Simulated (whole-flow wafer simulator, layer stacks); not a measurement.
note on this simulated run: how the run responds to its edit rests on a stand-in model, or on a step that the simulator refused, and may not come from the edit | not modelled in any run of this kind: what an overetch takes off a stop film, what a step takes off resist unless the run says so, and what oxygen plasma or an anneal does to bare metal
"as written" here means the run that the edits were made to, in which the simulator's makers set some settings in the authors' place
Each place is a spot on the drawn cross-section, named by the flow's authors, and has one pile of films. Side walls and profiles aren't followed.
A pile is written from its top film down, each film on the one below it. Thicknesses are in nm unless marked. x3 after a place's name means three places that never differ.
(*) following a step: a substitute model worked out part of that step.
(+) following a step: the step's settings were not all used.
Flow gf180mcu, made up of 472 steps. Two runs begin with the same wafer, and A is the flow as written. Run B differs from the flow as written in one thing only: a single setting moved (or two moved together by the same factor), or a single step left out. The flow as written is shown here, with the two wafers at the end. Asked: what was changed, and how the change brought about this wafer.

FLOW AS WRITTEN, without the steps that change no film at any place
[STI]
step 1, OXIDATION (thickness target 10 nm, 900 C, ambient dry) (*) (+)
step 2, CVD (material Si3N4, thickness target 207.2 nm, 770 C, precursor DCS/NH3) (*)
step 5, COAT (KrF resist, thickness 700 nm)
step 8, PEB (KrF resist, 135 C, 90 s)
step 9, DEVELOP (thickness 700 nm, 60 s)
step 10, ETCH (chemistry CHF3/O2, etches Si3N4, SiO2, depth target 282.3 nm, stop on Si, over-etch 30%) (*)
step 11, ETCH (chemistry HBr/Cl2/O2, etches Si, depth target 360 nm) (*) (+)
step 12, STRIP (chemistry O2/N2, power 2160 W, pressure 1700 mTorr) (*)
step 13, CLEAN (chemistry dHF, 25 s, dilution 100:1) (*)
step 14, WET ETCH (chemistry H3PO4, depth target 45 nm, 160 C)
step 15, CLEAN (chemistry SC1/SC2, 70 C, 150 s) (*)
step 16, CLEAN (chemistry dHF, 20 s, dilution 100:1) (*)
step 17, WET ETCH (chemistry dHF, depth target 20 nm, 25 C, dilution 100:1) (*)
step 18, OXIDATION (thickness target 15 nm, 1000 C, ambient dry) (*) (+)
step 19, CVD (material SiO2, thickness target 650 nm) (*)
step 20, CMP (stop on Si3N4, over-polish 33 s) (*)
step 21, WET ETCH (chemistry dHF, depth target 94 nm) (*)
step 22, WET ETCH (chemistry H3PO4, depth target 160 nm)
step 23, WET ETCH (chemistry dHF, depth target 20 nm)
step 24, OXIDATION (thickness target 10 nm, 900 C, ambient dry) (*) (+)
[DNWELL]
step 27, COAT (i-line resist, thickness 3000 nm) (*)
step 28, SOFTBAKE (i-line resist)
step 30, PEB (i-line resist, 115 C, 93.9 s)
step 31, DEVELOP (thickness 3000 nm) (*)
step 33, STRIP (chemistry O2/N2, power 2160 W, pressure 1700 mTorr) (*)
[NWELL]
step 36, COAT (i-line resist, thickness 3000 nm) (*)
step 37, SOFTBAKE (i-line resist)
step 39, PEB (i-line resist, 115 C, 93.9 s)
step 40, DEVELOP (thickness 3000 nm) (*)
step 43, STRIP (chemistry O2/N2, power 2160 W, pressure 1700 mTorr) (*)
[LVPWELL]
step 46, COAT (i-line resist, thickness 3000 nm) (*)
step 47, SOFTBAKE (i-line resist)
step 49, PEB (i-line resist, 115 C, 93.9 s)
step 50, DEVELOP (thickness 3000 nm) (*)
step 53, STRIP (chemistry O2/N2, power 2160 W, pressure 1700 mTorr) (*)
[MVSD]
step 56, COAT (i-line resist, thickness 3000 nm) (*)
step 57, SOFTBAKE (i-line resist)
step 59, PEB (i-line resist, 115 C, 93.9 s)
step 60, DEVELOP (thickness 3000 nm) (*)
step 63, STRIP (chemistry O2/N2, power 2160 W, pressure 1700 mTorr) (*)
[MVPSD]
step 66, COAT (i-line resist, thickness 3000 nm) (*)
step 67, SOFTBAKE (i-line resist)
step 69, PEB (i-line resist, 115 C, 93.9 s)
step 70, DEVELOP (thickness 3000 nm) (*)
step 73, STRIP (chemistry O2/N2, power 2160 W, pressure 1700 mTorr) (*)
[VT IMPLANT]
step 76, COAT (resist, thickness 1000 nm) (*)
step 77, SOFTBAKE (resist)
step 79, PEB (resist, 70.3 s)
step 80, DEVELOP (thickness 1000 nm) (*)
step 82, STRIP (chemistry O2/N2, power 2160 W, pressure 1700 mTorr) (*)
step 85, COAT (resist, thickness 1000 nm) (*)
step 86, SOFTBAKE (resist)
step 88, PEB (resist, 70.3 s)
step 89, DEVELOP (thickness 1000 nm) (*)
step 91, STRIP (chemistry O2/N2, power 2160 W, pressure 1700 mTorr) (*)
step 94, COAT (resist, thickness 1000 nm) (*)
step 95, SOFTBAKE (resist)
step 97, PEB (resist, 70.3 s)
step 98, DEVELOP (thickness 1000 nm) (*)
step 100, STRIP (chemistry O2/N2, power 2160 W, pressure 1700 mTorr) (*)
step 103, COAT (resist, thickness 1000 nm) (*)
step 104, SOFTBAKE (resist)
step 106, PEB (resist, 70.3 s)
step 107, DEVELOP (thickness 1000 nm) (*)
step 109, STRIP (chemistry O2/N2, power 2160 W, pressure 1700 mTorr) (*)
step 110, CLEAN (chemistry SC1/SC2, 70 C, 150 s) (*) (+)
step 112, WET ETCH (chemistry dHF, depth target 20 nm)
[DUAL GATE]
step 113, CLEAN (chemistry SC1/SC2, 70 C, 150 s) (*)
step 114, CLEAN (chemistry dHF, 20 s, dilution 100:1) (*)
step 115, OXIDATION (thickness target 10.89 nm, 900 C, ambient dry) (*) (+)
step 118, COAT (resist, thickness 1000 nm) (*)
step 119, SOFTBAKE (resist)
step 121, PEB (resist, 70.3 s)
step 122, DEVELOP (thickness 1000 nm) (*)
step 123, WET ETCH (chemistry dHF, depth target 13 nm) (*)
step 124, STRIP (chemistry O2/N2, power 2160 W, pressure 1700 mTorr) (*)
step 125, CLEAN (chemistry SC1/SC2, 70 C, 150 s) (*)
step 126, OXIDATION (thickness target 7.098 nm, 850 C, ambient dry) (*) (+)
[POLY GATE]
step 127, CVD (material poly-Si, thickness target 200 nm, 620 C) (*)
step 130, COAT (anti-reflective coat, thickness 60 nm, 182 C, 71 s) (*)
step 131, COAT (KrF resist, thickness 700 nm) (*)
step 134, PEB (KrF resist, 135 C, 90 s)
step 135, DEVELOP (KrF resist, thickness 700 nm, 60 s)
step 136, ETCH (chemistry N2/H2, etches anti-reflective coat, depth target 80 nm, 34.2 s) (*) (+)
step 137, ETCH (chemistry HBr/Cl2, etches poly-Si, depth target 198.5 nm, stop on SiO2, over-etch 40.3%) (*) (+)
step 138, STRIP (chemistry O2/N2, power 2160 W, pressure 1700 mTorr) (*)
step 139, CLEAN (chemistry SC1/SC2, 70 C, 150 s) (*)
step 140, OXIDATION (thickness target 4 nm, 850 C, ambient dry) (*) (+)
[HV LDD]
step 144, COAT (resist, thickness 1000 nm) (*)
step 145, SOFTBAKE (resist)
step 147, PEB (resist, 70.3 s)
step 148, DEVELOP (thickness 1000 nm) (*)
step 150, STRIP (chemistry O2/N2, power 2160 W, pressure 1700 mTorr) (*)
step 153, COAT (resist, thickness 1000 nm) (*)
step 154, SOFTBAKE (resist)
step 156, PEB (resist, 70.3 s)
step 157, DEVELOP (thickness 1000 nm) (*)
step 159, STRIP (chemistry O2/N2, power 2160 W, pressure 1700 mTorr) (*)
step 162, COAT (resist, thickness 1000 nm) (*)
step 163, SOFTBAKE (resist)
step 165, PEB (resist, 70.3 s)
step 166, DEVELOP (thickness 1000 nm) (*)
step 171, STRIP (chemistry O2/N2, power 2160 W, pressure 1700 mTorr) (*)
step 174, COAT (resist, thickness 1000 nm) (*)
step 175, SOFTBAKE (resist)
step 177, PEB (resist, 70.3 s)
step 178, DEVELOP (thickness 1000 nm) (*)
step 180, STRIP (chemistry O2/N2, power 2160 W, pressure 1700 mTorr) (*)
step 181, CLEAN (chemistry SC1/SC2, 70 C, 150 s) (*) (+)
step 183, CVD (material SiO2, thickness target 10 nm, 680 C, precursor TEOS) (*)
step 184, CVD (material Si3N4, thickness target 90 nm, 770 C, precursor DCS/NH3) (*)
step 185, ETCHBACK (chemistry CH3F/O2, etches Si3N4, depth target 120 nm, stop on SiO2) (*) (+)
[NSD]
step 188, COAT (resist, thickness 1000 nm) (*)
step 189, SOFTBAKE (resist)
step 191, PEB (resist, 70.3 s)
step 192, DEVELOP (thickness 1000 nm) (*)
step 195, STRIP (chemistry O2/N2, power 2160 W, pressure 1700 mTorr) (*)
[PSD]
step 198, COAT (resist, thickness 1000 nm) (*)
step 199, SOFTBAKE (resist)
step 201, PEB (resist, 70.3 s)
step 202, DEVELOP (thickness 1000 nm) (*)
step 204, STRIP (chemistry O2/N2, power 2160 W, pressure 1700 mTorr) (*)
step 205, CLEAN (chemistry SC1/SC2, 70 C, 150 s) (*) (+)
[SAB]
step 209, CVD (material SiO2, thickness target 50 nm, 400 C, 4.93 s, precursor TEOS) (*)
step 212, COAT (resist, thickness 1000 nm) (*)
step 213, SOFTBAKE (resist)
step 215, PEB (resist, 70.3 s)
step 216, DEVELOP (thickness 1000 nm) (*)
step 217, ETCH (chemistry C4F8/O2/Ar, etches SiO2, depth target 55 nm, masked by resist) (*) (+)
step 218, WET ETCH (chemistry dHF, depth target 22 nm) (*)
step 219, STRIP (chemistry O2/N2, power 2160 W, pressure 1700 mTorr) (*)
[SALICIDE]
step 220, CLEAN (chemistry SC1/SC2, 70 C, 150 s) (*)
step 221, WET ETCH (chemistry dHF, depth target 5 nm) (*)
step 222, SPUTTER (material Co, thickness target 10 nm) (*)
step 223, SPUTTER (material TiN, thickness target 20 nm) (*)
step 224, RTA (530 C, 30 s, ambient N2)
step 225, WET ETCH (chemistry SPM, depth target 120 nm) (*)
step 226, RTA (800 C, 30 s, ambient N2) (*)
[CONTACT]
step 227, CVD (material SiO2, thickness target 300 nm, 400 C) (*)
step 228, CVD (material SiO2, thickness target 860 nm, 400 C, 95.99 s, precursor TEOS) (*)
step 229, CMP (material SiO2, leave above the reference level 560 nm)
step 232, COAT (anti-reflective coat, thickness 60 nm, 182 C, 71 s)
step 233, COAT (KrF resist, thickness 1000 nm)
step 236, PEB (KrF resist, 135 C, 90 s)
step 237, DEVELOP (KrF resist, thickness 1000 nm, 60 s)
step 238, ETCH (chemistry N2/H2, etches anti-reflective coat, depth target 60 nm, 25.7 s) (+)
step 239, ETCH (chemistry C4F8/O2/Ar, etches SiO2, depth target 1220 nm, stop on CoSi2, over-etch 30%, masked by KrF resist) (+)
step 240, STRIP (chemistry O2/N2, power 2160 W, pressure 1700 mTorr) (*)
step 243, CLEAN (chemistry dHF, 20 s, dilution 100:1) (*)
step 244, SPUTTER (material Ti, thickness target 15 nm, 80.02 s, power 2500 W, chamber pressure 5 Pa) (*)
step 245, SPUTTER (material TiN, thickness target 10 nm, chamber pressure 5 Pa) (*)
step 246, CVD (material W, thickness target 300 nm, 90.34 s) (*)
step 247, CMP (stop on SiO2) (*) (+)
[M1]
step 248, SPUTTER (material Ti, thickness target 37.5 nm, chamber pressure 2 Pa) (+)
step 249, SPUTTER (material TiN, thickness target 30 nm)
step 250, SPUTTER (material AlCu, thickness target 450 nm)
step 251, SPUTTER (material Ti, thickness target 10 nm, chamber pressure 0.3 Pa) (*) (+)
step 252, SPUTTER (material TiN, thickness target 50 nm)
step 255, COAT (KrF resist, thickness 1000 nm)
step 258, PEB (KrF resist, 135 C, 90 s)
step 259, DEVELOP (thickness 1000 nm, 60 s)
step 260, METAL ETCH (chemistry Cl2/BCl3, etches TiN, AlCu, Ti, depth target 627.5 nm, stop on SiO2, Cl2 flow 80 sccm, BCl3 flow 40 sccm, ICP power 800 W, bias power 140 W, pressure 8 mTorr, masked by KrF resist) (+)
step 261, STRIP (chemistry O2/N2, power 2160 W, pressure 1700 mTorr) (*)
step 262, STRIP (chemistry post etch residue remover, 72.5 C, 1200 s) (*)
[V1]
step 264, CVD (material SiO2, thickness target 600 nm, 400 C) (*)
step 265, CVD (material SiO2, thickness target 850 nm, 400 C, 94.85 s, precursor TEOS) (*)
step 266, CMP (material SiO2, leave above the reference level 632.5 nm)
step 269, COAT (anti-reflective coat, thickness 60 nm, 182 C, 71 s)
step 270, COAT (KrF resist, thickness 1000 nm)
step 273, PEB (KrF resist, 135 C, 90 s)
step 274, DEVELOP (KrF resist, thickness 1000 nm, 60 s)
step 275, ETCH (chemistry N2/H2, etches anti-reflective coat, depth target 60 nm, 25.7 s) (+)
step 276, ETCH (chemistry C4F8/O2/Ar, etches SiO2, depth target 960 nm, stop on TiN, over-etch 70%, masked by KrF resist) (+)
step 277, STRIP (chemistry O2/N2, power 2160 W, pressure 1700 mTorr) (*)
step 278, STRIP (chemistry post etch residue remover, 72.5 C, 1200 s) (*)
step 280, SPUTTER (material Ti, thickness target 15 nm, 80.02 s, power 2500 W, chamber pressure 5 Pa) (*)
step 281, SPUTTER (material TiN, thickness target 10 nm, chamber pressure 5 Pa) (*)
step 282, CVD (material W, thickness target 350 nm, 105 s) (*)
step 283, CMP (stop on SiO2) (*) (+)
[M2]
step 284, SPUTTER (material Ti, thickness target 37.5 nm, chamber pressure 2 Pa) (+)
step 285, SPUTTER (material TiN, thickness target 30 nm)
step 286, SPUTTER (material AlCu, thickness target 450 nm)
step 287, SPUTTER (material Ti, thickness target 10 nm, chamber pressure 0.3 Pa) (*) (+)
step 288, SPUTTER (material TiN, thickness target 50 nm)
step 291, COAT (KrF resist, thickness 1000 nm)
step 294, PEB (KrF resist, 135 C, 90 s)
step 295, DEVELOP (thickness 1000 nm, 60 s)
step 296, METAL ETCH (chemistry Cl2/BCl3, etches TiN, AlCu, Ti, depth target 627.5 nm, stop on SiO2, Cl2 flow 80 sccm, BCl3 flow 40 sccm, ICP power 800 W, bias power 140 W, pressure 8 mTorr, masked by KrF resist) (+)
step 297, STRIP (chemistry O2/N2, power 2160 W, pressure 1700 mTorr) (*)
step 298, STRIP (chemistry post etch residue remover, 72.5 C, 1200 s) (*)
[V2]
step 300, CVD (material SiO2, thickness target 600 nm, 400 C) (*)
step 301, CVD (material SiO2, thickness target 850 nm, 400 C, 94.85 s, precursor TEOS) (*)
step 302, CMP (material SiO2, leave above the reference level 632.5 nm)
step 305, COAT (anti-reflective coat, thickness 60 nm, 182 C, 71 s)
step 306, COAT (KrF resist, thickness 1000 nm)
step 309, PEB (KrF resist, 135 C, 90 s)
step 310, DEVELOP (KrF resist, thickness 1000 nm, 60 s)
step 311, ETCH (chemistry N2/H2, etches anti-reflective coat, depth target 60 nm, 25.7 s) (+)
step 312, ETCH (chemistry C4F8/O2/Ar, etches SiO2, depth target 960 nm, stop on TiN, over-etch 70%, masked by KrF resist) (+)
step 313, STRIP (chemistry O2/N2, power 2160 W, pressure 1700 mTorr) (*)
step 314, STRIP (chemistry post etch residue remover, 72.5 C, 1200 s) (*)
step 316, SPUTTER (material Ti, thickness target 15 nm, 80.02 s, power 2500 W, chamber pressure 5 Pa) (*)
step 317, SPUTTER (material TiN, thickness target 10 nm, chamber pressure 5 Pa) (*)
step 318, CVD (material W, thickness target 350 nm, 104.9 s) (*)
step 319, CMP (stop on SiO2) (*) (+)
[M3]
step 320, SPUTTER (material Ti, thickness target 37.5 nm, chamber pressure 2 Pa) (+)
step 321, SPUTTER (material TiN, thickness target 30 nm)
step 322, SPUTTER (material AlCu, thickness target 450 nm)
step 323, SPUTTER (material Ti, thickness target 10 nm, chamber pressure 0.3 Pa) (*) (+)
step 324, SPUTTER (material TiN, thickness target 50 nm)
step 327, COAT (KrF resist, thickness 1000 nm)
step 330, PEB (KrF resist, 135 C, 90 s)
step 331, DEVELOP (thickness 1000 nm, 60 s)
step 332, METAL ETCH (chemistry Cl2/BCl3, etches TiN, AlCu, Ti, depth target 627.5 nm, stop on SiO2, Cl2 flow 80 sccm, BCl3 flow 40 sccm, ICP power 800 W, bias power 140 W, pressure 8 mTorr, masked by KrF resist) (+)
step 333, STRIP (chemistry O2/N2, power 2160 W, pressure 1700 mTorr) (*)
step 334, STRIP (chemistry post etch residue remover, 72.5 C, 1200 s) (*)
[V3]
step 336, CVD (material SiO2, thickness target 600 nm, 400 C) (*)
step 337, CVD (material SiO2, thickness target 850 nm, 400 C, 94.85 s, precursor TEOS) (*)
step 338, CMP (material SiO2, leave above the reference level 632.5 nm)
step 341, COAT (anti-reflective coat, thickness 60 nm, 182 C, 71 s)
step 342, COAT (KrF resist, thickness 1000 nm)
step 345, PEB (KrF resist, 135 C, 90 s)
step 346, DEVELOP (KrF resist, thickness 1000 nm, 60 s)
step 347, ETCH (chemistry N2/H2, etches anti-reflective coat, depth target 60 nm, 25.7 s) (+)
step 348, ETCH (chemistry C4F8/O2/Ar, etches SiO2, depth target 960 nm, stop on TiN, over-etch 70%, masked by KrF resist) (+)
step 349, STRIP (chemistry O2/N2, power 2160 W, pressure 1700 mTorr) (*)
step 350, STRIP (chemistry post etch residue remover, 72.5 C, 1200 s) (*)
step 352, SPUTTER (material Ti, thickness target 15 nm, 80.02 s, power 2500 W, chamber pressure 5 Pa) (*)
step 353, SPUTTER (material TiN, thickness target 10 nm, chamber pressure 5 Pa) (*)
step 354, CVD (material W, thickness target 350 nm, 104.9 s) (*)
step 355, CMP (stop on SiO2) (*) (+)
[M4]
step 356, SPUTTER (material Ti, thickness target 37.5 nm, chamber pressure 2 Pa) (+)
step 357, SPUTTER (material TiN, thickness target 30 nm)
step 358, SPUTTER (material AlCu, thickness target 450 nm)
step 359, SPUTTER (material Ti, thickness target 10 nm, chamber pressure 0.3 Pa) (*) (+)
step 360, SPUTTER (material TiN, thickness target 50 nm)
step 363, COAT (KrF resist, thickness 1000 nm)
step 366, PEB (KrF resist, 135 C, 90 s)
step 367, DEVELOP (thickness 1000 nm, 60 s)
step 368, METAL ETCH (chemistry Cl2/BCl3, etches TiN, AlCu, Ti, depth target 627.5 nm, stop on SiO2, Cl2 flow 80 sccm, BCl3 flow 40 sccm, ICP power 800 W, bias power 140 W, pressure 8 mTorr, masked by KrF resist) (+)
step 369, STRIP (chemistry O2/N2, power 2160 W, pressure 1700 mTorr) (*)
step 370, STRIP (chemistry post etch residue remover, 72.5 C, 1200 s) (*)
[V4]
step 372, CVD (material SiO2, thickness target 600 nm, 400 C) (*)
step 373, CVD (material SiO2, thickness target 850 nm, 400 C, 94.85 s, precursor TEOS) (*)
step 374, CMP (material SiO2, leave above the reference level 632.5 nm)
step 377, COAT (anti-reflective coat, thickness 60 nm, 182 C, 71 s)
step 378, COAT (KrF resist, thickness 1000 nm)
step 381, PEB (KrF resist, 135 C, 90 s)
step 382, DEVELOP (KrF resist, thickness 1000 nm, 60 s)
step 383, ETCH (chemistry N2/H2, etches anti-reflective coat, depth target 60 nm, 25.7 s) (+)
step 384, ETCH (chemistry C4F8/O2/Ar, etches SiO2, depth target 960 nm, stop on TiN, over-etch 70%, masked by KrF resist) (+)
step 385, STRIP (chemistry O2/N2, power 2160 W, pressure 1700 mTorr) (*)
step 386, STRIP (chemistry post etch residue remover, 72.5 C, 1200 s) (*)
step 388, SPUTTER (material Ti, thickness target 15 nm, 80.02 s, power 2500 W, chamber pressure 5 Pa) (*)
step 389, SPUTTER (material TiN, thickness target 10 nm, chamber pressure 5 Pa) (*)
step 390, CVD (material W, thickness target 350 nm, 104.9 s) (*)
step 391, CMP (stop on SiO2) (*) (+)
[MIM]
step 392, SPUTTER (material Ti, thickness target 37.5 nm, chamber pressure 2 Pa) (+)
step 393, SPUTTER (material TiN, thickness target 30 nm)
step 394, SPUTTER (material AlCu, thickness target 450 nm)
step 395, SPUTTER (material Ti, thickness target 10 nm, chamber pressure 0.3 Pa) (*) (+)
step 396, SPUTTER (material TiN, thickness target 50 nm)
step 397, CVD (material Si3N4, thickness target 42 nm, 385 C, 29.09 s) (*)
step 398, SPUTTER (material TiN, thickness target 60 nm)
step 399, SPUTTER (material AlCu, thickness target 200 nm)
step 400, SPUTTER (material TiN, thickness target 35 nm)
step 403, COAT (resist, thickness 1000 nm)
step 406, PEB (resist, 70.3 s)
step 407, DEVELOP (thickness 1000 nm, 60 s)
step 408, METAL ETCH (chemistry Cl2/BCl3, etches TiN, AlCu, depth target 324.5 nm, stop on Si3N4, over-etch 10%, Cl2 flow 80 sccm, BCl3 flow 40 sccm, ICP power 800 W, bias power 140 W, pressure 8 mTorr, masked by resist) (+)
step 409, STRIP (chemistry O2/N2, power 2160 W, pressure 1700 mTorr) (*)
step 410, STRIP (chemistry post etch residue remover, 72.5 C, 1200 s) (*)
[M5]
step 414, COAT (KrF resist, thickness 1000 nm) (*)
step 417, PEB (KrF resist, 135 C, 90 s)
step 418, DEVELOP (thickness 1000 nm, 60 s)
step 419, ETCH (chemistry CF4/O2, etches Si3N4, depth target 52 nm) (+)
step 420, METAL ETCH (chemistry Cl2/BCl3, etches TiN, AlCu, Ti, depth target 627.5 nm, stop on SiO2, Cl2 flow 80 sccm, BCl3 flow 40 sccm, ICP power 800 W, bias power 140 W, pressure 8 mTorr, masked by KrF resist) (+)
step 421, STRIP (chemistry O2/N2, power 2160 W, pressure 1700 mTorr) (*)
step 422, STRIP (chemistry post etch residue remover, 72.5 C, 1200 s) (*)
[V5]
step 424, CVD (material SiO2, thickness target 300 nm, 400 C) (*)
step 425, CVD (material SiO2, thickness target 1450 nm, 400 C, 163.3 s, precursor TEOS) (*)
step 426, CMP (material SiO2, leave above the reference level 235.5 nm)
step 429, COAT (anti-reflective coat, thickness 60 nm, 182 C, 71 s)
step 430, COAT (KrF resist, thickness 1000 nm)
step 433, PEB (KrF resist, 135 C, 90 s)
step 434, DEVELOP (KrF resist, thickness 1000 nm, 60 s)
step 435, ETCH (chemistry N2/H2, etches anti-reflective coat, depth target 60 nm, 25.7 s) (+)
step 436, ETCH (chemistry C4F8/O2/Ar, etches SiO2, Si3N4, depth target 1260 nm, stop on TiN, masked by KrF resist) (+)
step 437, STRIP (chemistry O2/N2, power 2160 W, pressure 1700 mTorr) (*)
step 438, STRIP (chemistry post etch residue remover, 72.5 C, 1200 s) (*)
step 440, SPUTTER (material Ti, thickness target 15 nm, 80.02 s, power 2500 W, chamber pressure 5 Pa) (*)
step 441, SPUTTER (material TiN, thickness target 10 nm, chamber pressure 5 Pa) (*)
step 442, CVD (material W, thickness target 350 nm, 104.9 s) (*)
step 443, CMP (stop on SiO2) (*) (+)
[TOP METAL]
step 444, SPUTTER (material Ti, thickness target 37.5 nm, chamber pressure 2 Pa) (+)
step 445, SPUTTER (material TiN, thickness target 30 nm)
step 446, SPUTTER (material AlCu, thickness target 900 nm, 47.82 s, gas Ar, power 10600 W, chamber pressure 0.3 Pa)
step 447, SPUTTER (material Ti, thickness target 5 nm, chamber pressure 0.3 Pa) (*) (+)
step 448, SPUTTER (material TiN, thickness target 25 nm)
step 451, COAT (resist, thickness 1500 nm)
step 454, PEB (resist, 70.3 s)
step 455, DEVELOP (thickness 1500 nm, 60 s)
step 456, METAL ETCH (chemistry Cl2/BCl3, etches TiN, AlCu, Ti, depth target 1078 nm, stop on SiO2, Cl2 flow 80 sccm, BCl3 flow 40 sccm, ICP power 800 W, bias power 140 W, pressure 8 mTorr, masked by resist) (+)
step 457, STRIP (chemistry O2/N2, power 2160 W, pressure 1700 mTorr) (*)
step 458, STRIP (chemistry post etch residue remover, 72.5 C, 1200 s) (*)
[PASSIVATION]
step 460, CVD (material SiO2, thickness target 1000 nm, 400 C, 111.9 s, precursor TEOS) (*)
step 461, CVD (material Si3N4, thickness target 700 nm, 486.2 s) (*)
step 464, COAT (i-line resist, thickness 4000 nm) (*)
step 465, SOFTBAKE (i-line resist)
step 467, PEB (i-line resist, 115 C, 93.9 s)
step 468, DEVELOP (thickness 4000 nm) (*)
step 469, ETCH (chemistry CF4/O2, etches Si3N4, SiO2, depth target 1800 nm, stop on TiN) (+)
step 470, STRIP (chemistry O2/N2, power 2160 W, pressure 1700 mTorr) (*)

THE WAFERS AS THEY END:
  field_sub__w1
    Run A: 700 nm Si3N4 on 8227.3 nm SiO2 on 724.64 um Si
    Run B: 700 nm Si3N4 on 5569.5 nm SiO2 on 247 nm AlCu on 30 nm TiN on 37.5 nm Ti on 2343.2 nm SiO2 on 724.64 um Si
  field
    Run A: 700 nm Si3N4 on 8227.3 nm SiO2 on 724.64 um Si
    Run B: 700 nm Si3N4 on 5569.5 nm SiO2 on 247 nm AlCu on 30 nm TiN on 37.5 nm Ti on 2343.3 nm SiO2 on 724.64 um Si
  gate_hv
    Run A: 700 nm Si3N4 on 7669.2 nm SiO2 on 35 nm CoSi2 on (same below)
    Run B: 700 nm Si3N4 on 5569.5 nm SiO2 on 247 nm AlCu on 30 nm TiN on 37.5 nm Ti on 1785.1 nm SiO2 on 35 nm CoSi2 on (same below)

The reason: step 296, METAL ETCH: depth target 257.3 nm was run, while the flow as written has depth target 627.5 nm.

The path from the change to this, step by step:
  step 296, METAL ETCH (chemistry Cl2/BCl3, etches TiN, AlCu, Ti, depth target 627.5 nm, stop on SiO2, Cl2 flow 80 sccm, BCl3 flow 40 sccm, ICP power 800 W, bias power 140 W, pressure 8 mTorr, masked by KrF resist) (+)
      field, field__w1, field__w2 and 103 more: A TiN loses 50 (all of it), Ti loses 10 (all of it), AlCu loses 450 (all of it), TiN loses 30 (all of it), Ti loses 37.5 (all of it) | B TiN loses 50 (all of it), Ti loses 10 (all of it), AlCu loses 197.3
      field__w8, contact, m1, m1__w1, m1_nw: A KrF resist loses 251 | B KrF resist loses 102.9
  step 297, STRIP (chemistry O2/N2, power 2160 W, pressure 1700 mTorr) (*)
      field__w8, contact, m1, m1__w1, m1_nw: A KrF resist loses 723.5 (all of it) | B KrF resist loses 871.6 (all of it)
  step 298, STRIP (chemistry post etch residue remover, 72.5 C, 1200 s) (*)
      field, field__w1, field__w2 and 103 more: A nothing | B AlCu loses 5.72
  step 300, CVD (material SiO2, thickness target 600 nm, 400 C) (*)
      field, field__w1, field__w2 and 103 more: A SiO2 gains 600 | B SiO2 gains 600 (new film)
  step 302, CMP (material SiO2, leave above the reference level 632.5 nm)
      field, field__w1, field__w2 and 103 more: A SiO2 loses 300 | B SiO2 loses 614.5
Taking metal films that touch as one body, field_sub__w1 has 1 body; the flow as written gives 0 bodies.
Taking metal films that touch as one body, field has 1 body; the flow as written gives 0 bodies.
Taking metal films that touch as one body, gate_hv has 2 bodies (between them, from the top down: SiO2 1785.1); the flow as written gives 1 body.
